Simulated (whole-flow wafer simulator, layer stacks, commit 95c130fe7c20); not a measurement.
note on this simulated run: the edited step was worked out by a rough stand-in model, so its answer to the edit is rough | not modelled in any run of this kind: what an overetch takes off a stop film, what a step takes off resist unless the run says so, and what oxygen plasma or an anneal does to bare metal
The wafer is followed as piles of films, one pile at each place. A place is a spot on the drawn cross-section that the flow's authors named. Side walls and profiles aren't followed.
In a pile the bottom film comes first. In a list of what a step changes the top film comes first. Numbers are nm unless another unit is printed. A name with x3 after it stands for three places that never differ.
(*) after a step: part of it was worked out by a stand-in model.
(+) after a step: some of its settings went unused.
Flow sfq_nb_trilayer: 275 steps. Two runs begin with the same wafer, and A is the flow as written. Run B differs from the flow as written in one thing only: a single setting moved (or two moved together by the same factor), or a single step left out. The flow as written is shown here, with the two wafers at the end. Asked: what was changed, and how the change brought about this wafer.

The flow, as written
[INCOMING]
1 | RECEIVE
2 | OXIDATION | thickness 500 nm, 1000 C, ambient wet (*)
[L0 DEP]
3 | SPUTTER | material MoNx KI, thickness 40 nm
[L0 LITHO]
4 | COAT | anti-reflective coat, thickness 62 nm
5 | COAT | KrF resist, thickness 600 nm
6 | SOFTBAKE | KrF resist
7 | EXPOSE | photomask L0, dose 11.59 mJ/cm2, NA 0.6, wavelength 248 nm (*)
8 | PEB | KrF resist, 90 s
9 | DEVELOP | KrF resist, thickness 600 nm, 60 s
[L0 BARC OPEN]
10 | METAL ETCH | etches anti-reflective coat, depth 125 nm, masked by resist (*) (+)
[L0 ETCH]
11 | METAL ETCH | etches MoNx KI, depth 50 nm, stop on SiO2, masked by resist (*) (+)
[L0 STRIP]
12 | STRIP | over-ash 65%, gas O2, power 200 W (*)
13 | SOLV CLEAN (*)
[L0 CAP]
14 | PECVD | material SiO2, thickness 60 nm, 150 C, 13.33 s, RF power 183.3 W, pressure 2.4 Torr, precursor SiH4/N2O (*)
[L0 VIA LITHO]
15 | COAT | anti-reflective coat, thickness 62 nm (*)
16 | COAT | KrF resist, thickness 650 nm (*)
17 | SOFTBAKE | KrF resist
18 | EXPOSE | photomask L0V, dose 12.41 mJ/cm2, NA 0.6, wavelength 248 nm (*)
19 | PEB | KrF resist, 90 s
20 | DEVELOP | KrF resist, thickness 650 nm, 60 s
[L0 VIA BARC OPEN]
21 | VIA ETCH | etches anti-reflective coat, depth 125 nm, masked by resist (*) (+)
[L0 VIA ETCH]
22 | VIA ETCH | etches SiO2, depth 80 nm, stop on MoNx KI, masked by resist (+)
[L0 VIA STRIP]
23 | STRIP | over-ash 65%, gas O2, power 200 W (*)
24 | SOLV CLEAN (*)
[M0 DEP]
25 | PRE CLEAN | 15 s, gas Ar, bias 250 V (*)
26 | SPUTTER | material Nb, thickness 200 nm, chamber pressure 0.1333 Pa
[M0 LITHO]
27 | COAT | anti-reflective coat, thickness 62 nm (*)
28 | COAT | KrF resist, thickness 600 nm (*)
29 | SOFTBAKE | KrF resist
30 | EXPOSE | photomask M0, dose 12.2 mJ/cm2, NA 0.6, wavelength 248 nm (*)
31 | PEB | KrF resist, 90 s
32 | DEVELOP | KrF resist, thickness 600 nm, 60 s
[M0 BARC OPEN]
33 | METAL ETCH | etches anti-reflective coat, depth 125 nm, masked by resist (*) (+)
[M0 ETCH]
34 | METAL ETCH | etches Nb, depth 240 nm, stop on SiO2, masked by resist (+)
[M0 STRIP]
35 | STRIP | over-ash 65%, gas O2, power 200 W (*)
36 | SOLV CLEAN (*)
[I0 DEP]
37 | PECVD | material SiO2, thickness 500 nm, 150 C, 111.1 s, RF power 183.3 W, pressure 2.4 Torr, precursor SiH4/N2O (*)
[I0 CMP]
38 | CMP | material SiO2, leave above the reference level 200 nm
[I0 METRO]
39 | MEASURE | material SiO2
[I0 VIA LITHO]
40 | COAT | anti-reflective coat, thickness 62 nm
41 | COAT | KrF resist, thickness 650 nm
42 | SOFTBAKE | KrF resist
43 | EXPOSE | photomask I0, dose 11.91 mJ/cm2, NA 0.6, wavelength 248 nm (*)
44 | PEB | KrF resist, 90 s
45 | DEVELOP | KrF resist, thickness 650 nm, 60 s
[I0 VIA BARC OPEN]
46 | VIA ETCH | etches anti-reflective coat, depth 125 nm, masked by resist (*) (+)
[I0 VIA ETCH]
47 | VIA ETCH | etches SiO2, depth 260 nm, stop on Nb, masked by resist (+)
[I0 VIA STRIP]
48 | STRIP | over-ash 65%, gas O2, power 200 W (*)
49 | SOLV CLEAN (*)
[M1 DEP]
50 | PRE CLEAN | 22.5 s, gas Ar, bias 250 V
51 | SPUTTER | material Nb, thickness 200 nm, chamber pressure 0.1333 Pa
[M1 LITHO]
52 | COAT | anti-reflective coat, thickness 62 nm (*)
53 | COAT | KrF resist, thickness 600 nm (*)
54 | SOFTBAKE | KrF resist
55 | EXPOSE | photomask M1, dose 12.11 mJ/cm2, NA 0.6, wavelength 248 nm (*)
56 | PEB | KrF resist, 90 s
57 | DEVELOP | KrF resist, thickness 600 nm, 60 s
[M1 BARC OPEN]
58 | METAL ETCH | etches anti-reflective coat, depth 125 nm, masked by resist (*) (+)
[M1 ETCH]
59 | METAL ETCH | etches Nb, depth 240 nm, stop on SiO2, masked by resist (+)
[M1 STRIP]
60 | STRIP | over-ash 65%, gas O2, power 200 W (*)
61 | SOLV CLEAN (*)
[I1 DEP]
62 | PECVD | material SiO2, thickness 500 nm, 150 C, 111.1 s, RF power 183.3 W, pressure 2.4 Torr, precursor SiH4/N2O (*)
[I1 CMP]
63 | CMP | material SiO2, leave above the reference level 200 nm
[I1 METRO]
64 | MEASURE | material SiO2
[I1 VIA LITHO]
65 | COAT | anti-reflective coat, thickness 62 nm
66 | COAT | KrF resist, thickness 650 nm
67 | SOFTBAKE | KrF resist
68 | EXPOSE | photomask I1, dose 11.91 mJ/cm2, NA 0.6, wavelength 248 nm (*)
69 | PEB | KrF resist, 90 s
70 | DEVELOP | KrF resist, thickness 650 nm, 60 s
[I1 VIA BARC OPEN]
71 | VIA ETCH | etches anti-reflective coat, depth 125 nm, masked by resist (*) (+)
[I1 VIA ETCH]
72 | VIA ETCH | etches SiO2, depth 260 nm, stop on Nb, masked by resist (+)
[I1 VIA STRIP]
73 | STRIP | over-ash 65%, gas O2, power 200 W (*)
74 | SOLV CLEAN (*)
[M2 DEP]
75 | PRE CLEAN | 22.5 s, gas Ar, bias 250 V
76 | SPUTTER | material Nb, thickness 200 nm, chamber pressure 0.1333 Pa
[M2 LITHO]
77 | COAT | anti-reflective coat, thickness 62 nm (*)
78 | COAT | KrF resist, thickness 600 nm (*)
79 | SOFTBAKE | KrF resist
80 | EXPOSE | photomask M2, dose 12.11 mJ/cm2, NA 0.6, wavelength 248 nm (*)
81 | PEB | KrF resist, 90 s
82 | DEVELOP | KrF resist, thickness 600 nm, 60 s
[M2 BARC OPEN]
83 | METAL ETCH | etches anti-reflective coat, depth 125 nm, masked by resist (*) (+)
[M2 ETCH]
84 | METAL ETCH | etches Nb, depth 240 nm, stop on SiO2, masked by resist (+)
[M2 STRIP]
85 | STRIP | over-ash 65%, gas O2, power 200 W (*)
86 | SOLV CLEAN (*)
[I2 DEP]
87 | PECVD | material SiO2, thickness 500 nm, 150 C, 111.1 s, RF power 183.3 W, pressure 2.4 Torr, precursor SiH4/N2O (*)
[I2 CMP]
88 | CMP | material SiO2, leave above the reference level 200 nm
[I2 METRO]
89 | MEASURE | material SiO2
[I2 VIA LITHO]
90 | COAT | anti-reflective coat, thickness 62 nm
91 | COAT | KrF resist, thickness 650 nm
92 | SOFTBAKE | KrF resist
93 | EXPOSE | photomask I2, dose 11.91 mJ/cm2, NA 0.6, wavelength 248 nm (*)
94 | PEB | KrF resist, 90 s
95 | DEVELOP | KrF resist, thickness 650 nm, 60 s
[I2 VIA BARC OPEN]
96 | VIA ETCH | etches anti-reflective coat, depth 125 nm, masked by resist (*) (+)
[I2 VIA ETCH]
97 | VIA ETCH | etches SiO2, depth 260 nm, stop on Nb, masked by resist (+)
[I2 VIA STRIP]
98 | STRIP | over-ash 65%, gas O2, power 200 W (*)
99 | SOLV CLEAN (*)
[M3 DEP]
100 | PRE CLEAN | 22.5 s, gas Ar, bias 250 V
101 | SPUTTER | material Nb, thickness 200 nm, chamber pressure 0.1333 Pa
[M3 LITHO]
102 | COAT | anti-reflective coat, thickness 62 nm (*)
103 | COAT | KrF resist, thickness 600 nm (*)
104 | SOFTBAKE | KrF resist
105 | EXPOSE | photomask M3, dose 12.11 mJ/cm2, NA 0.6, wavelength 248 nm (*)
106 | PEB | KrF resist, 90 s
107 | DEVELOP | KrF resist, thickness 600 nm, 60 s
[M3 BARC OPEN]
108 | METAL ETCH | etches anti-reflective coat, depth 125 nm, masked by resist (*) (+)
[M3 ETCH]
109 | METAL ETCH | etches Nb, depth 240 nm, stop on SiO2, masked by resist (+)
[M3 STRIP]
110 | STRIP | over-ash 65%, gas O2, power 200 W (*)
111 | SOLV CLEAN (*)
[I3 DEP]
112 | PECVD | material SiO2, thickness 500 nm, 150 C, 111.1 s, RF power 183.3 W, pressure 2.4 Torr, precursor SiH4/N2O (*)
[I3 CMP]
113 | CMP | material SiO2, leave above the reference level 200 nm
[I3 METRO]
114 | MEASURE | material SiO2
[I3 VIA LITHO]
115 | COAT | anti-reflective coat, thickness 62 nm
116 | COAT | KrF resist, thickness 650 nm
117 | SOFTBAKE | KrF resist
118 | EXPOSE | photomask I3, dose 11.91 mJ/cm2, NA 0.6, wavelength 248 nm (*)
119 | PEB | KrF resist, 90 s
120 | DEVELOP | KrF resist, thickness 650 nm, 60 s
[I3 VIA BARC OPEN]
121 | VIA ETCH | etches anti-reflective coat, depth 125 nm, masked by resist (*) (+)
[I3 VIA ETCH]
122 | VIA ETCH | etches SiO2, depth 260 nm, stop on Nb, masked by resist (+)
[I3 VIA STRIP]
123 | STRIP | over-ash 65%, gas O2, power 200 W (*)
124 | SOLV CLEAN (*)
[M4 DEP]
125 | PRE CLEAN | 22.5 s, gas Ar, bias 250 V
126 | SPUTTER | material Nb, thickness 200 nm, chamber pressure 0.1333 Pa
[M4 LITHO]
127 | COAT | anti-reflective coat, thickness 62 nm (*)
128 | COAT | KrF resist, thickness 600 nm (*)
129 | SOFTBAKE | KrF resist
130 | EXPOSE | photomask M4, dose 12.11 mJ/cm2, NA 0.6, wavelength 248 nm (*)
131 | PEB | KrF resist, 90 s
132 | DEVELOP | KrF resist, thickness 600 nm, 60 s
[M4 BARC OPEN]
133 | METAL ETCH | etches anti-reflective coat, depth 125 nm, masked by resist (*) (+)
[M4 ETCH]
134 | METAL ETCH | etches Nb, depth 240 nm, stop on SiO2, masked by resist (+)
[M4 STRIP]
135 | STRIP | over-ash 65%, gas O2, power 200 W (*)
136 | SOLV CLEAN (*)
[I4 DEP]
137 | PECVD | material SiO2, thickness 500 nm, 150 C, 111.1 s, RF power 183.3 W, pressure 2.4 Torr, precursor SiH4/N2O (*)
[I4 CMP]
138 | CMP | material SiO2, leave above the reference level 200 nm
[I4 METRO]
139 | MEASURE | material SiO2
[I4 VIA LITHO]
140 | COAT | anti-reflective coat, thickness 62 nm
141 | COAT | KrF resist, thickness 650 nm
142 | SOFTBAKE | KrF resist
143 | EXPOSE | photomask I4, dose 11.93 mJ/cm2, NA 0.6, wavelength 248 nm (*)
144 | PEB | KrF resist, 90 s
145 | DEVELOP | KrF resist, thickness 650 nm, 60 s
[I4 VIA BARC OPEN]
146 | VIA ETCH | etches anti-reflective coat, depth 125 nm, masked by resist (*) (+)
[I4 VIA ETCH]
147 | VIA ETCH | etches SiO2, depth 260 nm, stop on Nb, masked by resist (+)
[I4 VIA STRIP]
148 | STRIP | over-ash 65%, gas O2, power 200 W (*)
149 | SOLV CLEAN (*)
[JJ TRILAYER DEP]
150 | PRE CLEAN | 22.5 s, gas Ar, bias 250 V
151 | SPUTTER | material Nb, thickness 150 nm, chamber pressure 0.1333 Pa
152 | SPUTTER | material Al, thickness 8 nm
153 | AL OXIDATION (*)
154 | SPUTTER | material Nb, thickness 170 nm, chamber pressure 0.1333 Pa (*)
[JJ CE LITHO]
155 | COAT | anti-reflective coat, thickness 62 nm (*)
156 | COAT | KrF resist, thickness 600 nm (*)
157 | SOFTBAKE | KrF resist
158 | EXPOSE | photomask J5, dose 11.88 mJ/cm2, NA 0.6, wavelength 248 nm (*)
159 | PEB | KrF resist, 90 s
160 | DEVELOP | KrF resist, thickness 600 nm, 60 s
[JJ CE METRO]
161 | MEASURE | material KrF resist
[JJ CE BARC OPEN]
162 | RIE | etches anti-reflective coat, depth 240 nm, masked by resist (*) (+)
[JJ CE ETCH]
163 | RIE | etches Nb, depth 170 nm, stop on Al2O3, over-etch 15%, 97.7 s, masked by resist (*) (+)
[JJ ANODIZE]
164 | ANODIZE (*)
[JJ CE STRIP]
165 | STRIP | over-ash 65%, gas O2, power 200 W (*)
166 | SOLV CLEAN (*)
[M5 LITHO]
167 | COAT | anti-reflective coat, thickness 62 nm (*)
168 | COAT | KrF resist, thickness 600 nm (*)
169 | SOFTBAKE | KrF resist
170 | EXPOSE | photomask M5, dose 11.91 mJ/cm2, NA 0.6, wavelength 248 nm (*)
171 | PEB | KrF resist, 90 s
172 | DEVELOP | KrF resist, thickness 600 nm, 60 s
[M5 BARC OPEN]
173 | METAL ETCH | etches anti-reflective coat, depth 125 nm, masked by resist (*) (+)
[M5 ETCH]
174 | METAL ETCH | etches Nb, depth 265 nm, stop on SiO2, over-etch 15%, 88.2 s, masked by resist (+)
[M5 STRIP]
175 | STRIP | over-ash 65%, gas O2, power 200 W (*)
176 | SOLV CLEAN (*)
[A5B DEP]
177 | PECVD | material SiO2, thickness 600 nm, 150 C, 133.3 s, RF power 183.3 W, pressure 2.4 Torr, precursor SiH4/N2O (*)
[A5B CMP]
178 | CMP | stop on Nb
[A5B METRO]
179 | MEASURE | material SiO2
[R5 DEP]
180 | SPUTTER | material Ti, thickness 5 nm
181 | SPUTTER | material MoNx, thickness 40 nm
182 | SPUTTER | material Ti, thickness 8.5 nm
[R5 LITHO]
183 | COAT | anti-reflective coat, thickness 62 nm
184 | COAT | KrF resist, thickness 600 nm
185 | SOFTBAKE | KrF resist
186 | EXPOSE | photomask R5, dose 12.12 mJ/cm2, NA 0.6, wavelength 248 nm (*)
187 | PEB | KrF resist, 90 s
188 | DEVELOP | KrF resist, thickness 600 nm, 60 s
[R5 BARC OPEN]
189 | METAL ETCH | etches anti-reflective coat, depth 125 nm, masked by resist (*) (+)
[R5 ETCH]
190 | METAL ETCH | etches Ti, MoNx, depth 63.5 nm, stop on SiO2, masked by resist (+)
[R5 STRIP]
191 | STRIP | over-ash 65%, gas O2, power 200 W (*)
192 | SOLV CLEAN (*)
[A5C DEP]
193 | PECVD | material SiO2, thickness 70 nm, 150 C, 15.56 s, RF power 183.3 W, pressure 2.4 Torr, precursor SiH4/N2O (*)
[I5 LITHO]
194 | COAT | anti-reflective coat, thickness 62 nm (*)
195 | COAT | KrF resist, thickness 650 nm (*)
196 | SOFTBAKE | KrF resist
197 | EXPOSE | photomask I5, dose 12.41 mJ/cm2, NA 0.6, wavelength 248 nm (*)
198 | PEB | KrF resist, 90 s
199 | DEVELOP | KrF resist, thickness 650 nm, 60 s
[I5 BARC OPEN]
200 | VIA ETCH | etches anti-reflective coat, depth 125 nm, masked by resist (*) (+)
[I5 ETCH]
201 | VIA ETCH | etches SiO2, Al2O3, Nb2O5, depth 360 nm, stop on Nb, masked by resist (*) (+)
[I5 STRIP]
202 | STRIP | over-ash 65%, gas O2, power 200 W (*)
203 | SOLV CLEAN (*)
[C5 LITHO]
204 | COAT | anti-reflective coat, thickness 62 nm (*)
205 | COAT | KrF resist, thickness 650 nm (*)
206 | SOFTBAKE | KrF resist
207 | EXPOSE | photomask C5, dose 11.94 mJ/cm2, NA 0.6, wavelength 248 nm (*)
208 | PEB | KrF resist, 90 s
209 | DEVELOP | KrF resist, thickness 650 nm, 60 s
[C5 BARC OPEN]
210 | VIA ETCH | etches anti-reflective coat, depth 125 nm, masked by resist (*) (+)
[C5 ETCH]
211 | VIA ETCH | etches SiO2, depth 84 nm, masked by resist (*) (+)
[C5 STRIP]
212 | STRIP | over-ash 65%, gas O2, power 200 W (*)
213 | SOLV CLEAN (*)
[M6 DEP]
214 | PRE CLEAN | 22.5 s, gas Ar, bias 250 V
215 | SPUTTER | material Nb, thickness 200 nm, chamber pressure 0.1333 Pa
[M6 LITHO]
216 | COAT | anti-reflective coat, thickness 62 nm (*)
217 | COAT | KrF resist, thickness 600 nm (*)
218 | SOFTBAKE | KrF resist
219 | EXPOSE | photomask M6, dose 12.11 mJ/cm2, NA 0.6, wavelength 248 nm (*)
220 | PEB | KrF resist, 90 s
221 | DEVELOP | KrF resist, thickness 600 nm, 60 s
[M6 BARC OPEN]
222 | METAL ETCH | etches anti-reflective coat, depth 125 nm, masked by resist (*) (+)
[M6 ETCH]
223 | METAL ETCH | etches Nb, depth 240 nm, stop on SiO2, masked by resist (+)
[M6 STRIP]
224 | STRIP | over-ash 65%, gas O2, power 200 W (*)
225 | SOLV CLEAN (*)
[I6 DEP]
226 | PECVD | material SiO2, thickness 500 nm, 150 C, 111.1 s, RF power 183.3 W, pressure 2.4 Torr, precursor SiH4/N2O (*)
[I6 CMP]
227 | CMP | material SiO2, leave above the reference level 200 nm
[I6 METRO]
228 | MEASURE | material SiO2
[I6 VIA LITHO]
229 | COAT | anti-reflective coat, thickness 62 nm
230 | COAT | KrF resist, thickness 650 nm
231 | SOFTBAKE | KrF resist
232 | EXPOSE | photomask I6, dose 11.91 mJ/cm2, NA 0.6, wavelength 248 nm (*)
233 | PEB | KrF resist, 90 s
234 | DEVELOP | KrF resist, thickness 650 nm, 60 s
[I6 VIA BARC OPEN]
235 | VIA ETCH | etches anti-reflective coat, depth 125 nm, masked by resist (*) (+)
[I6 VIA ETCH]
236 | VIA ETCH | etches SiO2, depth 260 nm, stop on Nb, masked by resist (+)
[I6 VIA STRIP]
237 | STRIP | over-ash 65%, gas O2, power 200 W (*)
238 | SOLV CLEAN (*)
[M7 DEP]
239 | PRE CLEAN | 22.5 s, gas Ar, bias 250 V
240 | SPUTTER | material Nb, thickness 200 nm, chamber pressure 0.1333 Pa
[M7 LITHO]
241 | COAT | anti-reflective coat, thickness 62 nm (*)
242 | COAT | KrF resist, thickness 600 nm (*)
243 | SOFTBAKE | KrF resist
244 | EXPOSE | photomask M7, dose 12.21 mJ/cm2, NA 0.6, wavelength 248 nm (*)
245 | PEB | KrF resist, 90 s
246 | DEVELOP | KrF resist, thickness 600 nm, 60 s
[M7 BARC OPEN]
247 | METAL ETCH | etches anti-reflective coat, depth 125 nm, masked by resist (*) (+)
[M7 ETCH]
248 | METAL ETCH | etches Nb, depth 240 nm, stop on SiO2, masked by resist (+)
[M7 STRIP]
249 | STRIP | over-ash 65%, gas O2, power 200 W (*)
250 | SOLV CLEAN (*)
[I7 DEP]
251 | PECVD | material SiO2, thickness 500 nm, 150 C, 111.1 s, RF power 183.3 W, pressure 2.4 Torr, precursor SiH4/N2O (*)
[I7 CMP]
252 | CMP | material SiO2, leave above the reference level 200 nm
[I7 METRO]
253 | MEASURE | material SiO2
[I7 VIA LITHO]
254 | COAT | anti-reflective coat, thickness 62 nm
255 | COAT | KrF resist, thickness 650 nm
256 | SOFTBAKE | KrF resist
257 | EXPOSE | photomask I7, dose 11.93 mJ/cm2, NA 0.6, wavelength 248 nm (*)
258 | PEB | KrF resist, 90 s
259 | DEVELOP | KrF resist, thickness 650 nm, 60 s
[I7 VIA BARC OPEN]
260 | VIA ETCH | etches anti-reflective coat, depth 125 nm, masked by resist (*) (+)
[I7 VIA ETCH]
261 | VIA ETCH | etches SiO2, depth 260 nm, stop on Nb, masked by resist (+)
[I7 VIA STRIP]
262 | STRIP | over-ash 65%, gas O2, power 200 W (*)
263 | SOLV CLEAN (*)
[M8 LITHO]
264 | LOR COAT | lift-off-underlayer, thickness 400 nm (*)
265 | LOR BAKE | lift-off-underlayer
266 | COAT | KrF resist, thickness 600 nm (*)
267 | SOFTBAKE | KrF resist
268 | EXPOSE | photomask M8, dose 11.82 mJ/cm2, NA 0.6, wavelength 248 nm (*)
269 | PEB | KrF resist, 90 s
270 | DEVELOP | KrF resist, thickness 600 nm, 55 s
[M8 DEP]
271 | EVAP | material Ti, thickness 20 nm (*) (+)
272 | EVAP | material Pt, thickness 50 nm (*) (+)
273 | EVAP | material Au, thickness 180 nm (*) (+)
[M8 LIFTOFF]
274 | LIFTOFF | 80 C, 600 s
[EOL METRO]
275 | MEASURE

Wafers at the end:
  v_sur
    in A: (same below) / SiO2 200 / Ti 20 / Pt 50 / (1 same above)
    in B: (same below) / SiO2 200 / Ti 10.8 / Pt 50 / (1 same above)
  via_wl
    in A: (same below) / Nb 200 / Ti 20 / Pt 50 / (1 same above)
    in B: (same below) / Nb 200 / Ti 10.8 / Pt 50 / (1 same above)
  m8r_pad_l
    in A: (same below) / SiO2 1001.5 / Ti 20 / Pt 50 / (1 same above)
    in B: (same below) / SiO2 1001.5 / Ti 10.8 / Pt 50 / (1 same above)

Cause: step 271, EVAP: thickness 10.8 nm was run, whereas the flow has thickness 20 nm.
The wafer lets one read it off: v_sur has Ti 10.8, and step 271 as written asks for 20 nm.

Step by step, how the change led to this:
  271 | EVAP | material Ti, thickness 20 nm (*) (+)
      field_l, v_sur, via_wl and 103 more: A +20 Ti (new film) | B +10.8 Ti (new film)
  274 | LIFTOFF | 80 C, 600 s
      p4_fl, p4_fm, p4_w1 and 71 more: A -180 Au (all of it), -50 Pt (all of it), -20 Ti (all of it), -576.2 KrF resist (all of it), -400 lift-off-underlayer (all of it) | B -180 Au (all of it), -50 Pt (all of it), -10.8 Ti (all of it), -576.2 KrF resist (all of it), -400 lift-off-underlayer (all of it)
      c5j, ce_r: A -180 Au (all of it), -50 Pt (all of it), -20 Ti (all of it), -573.3 KrF resist (all of it), -399.3 lift-off-underlayer (all of it) | B -180 Au (all of it), -50 Pt (all of it), -10.8 Ti (all of it), -573.3 KrF resist (all of it), -399.3 lift-off-underlayer (all of it)
      (also at 19 further places)
